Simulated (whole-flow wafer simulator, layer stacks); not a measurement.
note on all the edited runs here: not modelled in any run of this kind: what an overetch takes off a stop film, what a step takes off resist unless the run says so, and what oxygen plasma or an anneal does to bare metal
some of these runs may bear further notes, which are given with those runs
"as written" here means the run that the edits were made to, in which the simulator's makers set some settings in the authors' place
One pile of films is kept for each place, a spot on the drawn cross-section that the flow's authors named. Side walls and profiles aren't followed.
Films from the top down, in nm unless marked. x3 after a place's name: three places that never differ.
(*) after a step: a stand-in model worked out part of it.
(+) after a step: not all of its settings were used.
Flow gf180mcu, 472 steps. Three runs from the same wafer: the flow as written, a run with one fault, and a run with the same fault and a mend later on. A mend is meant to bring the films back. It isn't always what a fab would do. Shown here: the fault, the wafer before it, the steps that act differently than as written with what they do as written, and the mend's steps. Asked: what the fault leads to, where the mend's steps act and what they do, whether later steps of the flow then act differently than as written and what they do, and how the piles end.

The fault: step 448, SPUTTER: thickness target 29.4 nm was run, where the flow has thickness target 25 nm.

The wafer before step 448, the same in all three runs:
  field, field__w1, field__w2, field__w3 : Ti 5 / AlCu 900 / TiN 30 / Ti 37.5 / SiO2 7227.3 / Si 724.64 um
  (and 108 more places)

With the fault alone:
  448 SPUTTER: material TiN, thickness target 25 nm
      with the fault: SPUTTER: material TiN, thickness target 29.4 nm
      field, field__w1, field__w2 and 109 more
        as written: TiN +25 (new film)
        with the fault: TiN +29.4 (new film)
  Later steps of the flow that act differently than as written (4 more steps differ only slightly, by at most 2% or 0.5 nm, whichever is larger, and aren't shown):
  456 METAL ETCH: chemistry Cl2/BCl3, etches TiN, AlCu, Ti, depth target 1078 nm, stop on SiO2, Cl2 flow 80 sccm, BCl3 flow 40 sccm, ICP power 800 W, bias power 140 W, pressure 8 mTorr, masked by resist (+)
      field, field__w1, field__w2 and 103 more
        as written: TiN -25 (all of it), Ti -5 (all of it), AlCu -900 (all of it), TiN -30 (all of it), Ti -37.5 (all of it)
        with the fault: TiN -29.4 (all of it), Ti -5 (all of it), AlCu -900 (all of it), TiN -30 (all of it), Ti -37.5 (all of it)
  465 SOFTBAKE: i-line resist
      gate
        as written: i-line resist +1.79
        with the fault: i-line resist -0.34
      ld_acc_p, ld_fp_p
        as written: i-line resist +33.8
        with the fault: i-line resist +27
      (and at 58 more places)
  At the end the piles differ from the flow's by more than 2% or 0.5 nm, whichever is larger, at field__w8, contact, m1, m1__w1, pad, m1_nw.
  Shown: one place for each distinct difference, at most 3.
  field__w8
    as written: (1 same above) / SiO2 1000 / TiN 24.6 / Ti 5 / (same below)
    with the fault: (1 same above) / SiO2 1000 / TiN 29 / Ti 5 / (same below)
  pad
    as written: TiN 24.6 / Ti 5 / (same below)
    with the fault: TiN 29 / Ti 5 / (same below)

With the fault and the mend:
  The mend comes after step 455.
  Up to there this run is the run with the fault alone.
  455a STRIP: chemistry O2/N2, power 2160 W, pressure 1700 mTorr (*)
      field__w8, contact, m1, m1__w1, pad, m1_nw
        resist -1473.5 (all of it)
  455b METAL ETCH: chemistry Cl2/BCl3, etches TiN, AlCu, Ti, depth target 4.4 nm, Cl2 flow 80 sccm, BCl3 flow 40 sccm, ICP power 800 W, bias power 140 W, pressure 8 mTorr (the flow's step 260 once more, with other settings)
      field, field__w1, field__w2 and 109 more
        TiN -4.4
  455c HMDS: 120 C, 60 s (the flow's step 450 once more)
      changes no film at any place that is followed
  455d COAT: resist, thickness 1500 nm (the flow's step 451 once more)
      field, field__w1, field__w2 and 109 more
        resist +1500 (new film)
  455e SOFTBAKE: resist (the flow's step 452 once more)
      changes no film at any place that is followed
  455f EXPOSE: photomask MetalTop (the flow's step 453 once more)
      changes no film at any place that is followed
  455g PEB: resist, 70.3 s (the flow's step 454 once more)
      field, field__w1, field__w2 and 109 more
        resist -26.5
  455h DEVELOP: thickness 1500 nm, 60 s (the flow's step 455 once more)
      field, field__w1, field__w2 and 103 more
        resist -1473.5 (all of it)
  No later step of the flow acts differently than as written at any place that is followed.
  At the end the piles are the same as the flow's at every place that both follow.
